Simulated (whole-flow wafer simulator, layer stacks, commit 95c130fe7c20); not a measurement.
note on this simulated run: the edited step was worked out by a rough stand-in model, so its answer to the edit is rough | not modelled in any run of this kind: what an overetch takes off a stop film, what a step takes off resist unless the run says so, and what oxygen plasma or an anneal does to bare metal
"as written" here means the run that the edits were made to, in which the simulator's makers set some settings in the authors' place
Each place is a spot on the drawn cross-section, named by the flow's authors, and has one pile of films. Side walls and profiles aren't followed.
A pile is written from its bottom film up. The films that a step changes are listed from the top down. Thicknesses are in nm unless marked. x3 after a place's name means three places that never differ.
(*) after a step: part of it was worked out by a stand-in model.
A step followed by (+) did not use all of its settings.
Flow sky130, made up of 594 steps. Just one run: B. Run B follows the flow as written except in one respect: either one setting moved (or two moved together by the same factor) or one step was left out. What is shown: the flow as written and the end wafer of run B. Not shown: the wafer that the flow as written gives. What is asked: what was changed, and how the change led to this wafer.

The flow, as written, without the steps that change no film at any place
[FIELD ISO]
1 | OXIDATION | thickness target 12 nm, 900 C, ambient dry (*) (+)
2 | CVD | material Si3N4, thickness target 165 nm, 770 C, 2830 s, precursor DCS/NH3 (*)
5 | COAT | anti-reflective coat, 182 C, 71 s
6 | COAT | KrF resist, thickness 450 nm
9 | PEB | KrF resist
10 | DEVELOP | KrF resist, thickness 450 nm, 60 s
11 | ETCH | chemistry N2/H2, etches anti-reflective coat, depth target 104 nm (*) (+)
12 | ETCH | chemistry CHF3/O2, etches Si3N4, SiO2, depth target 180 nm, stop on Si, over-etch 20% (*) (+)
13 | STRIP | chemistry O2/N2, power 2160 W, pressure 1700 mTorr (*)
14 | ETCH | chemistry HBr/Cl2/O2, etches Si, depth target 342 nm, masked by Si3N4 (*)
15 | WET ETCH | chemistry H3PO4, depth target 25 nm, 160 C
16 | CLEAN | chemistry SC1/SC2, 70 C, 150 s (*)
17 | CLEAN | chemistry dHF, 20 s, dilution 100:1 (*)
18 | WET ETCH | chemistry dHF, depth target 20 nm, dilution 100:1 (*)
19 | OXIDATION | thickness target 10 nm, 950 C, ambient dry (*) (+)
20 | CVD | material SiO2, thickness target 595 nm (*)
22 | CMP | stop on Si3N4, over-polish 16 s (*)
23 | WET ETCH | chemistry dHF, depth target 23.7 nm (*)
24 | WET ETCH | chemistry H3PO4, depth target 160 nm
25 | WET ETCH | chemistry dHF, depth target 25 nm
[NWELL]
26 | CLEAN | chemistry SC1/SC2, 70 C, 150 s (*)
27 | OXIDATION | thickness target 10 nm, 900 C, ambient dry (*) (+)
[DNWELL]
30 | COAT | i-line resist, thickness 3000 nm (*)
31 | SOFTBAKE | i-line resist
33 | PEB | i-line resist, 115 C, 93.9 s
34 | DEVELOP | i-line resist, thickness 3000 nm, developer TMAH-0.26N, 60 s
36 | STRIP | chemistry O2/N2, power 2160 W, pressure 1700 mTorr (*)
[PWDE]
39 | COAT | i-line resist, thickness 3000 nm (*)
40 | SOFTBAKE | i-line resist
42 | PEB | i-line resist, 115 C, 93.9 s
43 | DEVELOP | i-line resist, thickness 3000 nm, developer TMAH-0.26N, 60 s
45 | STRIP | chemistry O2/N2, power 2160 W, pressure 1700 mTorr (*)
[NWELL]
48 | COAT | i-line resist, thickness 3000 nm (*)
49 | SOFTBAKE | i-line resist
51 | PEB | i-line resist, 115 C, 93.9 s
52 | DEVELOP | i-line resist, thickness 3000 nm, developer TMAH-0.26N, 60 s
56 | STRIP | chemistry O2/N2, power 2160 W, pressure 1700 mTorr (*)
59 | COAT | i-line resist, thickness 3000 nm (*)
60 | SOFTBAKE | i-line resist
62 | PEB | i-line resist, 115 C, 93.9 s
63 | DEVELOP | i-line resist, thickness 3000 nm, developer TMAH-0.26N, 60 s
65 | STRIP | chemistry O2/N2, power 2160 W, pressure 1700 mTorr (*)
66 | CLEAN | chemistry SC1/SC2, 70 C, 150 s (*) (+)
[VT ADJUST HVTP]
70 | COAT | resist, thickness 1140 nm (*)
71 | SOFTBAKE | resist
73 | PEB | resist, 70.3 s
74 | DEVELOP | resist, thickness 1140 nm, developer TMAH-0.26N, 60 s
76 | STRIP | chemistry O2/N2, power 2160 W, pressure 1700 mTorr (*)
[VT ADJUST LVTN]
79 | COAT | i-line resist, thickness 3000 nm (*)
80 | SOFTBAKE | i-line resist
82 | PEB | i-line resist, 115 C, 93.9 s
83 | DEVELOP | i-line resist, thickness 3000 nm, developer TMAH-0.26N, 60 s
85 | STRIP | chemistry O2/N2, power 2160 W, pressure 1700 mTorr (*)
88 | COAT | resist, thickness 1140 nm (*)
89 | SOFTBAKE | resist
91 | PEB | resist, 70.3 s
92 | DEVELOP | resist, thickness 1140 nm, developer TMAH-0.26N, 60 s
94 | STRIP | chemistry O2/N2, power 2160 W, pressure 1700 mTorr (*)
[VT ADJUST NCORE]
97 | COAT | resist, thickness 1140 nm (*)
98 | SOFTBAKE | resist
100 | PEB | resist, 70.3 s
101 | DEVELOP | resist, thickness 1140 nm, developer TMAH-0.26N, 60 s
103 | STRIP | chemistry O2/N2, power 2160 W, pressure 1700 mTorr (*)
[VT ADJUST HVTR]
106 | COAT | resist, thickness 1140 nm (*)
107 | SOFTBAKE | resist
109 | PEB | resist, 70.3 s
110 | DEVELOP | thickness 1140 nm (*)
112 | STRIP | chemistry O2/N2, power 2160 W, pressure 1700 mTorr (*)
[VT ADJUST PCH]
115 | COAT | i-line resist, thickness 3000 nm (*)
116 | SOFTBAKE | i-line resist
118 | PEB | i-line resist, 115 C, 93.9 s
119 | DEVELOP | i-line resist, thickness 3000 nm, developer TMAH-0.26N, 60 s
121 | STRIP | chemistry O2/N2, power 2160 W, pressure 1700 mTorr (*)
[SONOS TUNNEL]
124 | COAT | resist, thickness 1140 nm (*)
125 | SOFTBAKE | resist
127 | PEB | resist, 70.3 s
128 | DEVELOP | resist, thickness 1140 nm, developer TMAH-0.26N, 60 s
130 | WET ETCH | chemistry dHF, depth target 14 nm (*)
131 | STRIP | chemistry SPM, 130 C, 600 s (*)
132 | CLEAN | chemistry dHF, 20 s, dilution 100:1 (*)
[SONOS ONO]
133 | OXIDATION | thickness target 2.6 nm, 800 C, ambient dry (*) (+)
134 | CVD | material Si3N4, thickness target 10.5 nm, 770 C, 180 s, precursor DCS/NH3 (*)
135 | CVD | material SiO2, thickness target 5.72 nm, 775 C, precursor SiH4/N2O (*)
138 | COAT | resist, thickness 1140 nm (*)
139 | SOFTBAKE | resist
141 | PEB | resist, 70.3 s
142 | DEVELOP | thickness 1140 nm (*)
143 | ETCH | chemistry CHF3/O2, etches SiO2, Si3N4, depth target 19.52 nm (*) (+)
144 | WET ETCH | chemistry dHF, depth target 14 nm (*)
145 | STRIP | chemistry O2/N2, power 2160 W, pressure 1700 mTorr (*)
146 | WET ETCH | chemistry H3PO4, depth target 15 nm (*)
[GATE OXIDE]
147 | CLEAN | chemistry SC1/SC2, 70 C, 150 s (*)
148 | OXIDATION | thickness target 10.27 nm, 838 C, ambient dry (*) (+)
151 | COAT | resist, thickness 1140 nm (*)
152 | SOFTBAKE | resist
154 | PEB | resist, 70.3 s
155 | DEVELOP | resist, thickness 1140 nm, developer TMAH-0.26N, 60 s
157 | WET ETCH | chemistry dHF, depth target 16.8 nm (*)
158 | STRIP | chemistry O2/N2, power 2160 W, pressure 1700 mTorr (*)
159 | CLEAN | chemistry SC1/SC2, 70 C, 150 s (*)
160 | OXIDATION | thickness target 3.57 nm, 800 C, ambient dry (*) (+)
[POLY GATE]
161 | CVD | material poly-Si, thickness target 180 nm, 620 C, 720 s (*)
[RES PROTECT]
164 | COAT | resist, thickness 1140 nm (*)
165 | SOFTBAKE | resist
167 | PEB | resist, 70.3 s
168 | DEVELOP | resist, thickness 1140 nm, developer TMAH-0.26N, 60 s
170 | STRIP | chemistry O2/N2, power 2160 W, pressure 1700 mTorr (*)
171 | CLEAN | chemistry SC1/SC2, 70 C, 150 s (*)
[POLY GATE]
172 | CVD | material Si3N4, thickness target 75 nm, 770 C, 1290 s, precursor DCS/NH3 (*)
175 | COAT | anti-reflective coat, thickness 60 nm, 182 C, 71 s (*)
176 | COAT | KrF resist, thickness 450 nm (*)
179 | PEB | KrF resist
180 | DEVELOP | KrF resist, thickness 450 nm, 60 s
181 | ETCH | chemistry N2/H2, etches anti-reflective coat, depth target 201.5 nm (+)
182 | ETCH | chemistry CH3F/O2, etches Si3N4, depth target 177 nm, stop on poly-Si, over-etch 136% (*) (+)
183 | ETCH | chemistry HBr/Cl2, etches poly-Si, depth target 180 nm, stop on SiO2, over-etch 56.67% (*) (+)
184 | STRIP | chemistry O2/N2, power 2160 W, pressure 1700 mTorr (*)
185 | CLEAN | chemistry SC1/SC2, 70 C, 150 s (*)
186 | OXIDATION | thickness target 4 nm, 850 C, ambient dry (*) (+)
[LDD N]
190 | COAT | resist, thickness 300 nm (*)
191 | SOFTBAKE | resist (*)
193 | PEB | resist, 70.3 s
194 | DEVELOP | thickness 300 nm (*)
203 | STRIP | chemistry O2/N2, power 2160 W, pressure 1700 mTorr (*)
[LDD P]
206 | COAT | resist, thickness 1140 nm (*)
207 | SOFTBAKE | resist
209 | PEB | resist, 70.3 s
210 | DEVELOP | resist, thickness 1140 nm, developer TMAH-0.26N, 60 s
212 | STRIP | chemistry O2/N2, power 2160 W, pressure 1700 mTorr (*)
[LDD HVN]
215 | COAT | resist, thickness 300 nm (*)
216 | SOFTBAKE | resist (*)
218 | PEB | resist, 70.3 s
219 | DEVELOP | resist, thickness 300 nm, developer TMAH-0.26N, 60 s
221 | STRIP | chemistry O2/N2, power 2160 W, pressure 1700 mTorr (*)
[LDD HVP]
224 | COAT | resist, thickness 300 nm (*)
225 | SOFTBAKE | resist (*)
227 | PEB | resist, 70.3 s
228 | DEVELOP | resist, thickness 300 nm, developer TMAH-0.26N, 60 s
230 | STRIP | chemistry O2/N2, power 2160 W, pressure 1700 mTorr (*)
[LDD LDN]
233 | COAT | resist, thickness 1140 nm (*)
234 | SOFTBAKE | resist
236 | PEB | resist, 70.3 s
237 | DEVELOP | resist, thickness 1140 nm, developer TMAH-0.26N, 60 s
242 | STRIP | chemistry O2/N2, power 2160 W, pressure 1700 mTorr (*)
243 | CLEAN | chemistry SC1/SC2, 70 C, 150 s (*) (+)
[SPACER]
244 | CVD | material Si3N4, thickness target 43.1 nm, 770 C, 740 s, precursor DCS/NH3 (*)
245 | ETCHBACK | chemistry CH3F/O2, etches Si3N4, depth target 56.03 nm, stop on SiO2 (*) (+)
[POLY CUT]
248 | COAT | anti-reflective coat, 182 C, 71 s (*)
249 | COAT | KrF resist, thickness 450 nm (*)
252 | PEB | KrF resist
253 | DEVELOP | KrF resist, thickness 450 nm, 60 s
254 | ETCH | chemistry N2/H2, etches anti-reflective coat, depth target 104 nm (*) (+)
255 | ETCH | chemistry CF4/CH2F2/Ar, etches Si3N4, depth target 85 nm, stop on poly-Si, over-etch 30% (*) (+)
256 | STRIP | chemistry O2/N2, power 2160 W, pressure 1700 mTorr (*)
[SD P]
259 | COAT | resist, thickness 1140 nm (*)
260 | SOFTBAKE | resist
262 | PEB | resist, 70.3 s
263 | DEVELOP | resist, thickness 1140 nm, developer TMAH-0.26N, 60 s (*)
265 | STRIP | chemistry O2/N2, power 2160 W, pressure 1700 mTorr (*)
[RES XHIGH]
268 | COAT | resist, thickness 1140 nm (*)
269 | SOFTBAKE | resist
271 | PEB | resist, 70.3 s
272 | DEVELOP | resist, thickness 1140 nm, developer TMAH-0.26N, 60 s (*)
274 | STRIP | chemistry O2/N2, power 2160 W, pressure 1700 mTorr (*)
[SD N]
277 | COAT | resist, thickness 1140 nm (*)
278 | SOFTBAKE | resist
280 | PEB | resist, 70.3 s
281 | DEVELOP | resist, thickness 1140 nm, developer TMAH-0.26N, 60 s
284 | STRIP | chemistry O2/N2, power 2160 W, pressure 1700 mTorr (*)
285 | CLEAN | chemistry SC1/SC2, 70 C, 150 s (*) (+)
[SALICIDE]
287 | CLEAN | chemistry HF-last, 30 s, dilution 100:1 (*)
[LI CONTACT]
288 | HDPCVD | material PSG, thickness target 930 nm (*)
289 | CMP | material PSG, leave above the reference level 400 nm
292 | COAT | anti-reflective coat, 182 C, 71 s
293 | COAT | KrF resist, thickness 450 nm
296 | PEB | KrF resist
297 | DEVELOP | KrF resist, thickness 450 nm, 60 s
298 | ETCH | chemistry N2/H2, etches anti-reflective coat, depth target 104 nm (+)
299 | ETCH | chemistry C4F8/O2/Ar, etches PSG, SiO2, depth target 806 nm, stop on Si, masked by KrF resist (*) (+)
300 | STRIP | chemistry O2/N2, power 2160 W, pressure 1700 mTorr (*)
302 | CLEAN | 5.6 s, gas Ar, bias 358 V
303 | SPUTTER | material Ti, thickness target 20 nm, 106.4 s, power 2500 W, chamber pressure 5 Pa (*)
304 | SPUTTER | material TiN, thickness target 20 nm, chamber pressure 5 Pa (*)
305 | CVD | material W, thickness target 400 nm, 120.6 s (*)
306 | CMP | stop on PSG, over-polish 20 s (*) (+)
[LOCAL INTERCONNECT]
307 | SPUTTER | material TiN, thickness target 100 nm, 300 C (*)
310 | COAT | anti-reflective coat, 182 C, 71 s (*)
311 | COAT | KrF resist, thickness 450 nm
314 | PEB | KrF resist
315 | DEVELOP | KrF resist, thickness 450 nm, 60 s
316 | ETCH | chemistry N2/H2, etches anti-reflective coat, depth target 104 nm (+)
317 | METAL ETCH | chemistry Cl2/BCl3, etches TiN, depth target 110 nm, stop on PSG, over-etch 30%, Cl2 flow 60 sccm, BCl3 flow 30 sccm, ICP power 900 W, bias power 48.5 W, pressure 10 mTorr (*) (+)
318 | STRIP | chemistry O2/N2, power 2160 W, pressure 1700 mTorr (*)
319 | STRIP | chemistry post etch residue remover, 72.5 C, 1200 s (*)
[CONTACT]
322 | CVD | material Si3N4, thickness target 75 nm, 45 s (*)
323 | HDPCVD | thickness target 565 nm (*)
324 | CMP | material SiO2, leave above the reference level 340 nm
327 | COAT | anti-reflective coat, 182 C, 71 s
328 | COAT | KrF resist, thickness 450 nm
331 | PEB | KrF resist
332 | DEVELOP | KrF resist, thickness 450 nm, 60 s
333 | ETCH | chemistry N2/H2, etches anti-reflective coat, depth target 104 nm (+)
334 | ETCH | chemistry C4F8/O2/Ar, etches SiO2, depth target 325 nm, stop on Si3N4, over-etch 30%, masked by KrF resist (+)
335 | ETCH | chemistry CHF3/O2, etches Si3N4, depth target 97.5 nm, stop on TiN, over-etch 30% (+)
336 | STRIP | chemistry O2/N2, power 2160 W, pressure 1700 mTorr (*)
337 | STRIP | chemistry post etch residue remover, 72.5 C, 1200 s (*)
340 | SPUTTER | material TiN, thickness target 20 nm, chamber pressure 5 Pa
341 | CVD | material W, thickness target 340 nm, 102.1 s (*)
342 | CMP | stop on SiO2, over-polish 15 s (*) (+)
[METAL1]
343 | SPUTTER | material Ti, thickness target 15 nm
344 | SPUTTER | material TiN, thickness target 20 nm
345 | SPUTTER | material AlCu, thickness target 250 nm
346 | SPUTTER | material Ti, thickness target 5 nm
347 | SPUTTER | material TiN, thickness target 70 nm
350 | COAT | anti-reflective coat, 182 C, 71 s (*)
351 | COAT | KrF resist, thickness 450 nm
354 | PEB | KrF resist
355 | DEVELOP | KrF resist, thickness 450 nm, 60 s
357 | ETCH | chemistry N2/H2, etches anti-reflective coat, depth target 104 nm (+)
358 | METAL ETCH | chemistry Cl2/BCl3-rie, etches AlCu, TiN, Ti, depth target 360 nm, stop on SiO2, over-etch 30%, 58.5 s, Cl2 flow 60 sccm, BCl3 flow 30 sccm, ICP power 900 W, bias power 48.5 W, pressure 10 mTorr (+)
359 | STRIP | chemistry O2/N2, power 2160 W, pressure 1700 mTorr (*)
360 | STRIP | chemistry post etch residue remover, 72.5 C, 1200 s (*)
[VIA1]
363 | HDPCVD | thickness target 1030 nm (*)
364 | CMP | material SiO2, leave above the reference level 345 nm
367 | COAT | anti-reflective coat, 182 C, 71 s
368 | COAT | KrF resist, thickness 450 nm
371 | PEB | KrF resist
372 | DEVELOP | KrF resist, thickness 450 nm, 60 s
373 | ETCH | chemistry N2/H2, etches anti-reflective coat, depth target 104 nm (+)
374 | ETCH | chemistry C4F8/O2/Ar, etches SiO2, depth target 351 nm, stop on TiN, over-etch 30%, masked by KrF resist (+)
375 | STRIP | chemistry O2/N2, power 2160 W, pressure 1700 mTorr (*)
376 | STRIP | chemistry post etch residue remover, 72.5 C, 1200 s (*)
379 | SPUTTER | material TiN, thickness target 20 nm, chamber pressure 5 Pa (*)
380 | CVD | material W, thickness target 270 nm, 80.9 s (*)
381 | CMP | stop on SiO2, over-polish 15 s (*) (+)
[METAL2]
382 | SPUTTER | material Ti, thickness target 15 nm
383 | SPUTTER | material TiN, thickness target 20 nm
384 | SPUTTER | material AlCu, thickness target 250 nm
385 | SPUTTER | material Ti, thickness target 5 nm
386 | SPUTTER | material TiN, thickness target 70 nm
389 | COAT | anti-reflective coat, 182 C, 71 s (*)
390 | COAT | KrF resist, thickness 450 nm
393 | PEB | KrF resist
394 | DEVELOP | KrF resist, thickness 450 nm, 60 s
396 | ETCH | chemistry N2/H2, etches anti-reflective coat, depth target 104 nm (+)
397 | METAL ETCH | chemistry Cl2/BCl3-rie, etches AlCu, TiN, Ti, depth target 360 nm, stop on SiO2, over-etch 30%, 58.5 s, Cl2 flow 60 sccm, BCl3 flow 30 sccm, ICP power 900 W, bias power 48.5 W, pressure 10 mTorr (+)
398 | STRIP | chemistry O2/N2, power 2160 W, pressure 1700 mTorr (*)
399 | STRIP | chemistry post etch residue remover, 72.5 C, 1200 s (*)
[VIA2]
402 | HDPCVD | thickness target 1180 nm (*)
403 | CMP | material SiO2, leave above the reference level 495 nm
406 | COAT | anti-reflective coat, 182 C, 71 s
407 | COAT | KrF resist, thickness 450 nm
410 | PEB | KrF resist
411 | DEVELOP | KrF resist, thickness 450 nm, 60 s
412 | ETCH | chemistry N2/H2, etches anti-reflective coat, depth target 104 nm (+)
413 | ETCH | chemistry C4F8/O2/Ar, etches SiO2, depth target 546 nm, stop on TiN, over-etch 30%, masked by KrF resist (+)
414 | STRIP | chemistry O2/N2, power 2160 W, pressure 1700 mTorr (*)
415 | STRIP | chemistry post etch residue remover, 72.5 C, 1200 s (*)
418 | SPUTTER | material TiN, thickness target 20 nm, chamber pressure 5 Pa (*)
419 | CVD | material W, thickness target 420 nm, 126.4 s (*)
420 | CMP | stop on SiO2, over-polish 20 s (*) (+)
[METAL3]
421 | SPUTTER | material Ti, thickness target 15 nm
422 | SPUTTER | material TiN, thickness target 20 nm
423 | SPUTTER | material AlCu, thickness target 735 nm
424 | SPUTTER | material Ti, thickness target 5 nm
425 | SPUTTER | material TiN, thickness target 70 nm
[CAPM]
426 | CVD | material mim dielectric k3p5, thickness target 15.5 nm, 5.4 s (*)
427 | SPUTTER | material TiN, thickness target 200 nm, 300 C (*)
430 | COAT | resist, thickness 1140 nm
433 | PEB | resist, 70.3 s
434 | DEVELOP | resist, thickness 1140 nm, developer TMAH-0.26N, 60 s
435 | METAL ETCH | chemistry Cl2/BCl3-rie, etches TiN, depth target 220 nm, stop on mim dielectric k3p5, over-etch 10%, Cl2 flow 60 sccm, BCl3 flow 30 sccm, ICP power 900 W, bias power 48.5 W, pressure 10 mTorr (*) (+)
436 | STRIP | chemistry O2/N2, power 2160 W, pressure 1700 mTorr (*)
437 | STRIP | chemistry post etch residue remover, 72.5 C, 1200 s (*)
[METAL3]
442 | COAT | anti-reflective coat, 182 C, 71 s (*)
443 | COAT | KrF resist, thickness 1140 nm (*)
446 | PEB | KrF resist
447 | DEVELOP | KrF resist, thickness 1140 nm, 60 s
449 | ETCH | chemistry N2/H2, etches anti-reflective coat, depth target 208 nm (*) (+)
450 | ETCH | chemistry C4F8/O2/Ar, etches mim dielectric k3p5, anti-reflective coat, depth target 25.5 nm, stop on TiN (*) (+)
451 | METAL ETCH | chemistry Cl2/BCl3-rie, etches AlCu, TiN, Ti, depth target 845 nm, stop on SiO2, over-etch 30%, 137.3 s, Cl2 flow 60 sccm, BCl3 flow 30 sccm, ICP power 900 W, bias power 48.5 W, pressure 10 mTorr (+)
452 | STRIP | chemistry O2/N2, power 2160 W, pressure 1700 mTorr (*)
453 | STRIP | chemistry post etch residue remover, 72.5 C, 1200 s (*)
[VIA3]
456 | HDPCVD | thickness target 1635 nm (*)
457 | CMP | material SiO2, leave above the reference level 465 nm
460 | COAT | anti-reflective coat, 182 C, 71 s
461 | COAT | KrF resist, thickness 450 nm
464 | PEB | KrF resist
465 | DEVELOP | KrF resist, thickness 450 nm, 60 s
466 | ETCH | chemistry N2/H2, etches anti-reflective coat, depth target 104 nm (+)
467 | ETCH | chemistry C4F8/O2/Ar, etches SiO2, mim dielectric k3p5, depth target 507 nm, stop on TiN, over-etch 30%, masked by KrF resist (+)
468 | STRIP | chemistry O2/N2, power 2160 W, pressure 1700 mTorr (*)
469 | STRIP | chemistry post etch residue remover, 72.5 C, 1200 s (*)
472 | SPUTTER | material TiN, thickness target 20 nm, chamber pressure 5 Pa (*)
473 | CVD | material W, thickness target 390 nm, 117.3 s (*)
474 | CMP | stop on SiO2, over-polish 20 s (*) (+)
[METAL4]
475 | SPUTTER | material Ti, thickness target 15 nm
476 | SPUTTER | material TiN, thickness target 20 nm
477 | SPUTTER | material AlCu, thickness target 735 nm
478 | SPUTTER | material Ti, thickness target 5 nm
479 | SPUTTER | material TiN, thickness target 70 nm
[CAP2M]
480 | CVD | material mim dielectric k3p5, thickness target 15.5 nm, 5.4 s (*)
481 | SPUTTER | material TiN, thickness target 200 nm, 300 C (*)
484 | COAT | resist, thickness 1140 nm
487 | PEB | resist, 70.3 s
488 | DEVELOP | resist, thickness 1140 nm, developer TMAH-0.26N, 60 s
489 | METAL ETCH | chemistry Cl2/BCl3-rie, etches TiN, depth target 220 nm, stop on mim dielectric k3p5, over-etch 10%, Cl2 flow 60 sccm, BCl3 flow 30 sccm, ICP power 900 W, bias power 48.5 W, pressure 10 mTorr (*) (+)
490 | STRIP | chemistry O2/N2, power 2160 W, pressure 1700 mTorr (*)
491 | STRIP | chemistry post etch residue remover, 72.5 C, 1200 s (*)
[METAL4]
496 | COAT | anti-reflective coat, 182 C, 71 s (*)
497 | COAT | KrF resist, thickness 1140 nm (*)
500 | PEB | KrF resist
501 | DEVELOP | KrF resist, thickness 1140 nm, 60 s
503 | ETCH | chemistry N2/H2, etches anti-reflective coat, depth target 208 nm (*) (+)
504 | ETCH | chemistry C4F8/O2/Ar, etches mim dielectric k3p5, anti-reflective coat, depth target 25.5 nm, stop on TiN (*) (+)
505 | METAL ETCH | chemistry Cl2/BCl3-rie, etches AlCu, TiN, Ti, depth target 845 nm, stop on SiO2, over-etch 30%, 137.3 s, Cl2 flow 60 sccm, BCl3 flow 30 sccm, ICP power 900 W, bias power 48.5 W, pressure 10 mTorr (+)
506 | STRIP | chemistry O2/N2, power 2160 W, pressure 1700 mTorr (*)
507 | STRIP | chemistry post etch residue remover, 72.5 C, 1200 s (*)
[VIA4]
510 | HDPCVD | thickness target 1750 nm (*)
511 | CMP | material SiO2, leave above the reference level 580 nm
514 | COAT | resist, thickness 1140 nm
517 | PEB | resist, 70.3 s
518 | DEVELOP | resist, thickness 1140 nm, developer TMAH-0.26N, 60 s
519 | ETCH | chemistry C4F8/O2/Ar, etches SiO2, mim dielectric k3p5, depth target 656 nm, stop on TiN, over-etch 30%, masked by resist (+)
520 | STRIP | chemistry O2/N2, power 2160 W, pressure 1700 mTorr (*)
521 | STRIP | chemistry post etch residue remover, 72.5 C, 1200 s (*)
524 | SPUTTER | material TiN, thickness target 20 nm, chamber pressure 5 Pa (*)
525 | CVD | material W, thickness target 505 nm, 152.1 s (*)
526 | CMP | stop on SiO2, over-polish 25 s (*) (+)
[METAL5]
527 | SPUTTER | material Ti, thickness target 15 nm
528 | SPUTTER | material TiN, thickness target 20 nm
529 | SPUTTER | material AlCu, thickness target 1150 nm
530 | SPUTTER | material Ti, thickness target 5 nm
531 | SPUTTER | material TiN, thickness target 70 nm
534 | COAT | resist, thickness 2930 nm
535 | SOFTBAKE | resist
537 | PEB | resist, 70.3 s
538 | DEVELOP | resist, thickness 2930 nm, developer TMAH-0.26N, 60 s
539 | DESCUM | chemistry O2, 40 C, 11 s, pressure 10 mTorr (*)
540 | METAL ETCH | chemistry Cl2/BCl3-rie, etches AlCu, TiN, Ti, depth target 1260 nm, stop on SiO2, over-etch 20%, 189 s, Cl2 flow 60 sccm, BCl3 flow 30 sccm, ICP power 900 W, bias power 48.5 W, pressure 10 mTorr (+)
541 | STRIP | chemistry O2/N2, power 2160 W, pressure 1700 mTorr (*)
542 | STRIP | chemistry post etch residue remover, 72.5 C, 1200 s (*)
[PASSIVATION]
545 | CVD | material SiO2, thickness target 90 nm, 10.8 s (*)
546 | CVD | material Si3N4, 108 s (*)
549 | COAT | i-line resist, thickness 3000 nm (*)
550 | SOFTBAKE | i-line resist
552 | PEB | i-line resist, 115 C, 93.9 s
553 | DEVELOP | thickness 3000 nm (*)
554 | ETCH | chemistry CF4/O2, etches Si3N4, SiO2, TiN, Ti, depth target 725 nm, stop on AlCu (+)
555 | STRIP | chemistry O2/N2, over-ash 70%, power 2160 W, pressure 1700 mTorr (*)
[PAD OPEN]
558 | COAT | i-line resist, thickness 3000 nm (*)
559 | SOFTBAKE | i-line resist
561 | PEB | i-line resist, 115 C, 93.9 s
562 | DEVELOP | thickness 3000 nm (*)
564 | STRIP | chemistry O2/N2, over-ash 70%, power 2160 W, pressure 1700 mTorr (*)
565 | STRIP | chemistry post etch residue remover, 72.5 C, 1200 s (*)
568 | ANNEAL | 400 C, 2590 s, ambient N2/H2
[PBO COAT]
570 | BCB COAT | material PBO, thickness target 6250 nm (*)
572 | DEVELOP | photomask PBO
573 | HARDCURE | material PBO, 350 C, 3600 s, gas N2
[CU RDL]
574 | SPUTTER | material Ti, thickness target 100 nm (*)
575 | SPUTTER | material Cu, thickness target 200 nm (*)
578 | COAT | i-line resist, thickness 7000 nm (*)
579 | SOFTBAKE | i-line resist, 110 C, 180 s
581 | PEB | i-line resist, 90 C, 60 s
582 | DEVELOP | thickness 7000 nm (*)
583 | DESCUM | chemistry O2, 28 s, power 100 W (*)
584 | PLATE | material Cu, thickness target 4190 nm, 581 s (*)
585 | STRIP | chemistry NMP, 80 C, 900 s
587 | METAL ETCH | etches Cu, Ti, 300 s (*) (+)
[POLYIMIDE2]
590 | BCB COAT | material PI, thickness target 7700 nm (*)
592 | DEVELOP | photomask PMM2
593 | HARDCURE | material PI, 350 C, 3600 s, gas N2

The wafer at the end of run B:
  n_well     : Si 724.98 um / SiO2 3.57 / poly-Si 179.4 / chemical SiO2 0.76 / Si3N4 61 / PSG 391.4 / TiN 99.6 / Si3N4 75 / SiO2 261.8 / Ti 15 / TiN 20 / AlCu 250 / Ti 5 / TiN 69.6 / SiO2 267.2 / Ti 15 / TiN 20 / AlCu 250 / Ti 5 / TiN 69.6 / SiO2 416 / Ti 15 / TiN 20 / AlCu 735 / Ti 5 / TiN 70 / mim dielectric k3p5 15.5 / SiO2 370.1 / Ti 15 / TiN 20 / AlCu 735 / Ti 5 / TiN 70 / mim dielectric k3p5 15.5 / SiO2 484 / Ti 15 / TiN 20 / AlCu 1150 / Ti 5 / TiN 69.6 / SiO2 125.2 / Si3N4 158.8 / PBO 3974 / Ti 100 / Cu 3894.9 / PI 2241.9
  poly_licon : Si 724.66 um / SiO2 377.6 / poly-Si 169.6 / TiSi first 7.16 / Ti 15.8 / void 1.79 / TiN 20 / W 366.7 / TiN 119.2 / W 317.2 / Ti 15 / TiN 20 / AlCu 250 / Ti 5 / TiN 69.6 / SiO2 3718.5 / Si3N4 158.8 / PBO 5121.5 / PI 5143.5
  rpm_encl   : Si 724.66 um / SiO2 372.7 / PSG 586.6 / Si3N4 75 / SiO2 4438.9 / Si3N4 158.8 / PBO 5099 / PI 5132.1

What caused this: step 575, SPUTTER: thickness target 95 nm was run, though the flow has thickness target 200 nm.

Step by step, how the change led to this:
  575 | SPUTTER | material Cu, thickness target 200 nm (*)
      field, active, n_well and 190 more: +95 Cu (new film) (it would be, as written: +200 Cu (new film))
  587 | METAL ETCH | etches Cu, Ti, 300 s (*) (+)
      field, active, gate and 167 more: -95 Cu (all of it), -100 Ti (all of it) (it would be, as written: -200 Cu (all of it), -100 Ti (all of it))
  590 | BCB COAT | material PI, thickness target 7700 nm (*)
      n_well, p_well, sd_n, sd_p: +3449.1 PI (new film) (it would be, as written: +3344.1 PI (new film))
      mim: +3770.8 PI (new film) (it would be, as written: +3670.5 PI (new film))
      (and at 14 other places as well)
  593 | HARDCURE | material PI, 350 C, 3600 s, gas N2
      n_well, p_well, sd_n, sd_p: -1207.2 PI (it would be, as written: -1170.4 PI)
